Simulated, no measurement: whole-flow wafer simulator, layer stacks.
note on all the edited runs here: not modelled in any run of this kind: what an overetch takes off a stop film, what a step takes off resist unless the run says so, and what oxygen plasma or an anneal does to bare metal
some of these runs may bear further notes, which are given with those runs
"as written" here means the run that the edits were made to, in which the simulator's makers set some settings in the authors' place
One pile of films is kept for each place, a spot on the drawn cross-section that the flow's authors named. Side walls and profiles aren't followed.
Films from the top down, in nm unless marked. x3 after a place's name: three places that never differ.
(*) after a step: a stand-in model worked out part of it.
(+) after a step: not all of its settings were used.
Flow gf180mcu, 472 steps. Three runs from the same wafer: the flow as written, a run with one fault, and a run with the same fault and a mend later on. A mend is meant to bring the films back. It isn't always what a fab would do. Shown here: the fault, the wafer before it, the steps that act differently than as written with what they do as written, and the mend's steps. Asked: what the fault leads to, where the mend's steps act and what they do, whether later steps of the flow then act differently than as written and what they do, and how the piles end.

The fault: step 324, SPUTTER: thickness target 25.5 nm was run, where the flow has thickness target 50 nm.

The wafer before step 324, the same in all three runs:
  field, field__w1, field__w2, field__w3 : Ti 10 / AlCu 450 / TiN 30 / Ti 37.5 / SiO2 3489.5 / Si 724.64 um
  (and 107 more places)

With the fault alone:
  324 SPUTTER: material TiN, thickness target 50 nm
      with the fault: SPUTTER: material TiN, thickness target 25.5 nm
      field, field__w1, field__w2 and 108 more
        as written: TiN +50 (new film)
        with the fault: TiN +25.5 (new film)
  Later steps of the flow that act differently than as written (2 more steps differ only slightly, by at most 2% or 0.5 nm, whichever is larger, and aren't shown):
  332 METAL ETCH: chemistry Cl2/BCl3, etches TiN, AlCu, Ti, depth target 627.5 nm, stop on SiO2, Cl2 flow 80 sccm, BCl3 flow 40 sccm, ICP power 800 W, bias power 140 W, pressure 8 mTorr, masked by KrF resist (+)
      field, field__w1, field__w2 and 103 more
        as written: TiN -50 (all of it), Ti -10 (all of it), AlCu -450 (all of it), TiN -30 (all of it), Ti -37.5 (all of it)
        with the fault: TiN -25.5 (all of it), Ti -10 (all of it), AlCu -450 (all of it), TiN -30 (all of it), Ti -37.5 (all of it)
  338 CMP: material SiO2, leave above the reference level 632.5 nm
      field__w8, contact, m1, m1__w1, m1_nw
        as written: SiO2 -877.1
        with the fault: SiO2 -852.6
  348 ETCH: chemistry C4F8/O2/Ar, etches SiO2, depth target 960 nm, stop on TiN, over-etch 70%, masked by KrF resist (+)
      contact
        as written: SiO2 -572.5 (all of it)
        with the fault: SiO2 -597 (all of it)
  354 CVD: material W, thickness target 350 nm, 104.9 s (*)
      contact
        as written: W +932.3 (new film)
        with the fault: W +957 (new film)
  At the end the piles differ from the flow's by more than 2% or 0.5 nm, whichever is larger, at field__w8, contact, m1, m1__w1, m1_nw.
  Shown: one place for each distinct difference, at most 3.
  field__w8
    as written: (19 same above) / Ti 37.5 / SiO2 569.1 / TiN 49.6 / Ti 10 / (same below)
    with the fault: (19 same above) / Ti 37.5 / SiO2 593.6 / TiN 25.1 / Ti 10 / (same below)
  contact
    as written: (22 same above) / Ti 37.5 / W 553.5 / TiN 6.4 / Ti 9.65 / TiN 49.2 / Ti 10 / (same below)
    with the fault: (22 same above) / Ti 37.5 / W 578.2 / TiN 6.31 / Ti 9.52 / TiN 24.7 / Ti 10 / (same below)

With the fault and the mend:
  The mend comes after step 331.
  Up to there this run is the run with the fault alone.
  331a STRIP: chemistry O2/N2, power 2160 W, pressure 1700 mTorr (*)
      field__w8, contact, m1, m1__w1, m1_nw
        KrF resist -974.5 (all of it)
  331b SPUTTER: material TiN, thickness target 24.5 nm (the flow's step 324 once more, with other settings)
      field, field__w1, field__w2 and 108 more
        TiN +24.5
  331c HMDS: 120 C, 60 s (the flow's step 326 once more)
      changes no film at any place that is followed
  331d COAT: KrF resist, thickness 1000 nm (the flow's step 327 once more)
      field, field__w1, field__w2 and 108 more
        KrF resist +1000 (new film)
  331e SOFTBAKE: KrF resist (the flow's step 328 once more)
      changes no film at any place that is followed
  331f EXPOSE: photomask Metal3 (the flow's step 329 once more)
      changes no film at any place that is followed
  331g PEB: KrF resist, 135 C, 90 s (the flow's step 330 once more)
      field, field__w1, field__w2 and 108 more
        KrF resist -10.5
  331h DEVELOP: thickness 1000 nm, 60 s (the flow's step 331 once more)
      field, field__w1, field__w2 and 103 more
        KrF resist -989.5 (all of it)
      field__w8, contact, m1, m1__w1, m1_nw
        KrF resist -14.9
  No later step of the flow acts differently than as written at any place that is followed.
  At the end the piles are the same as the flow's at every place that both follow.
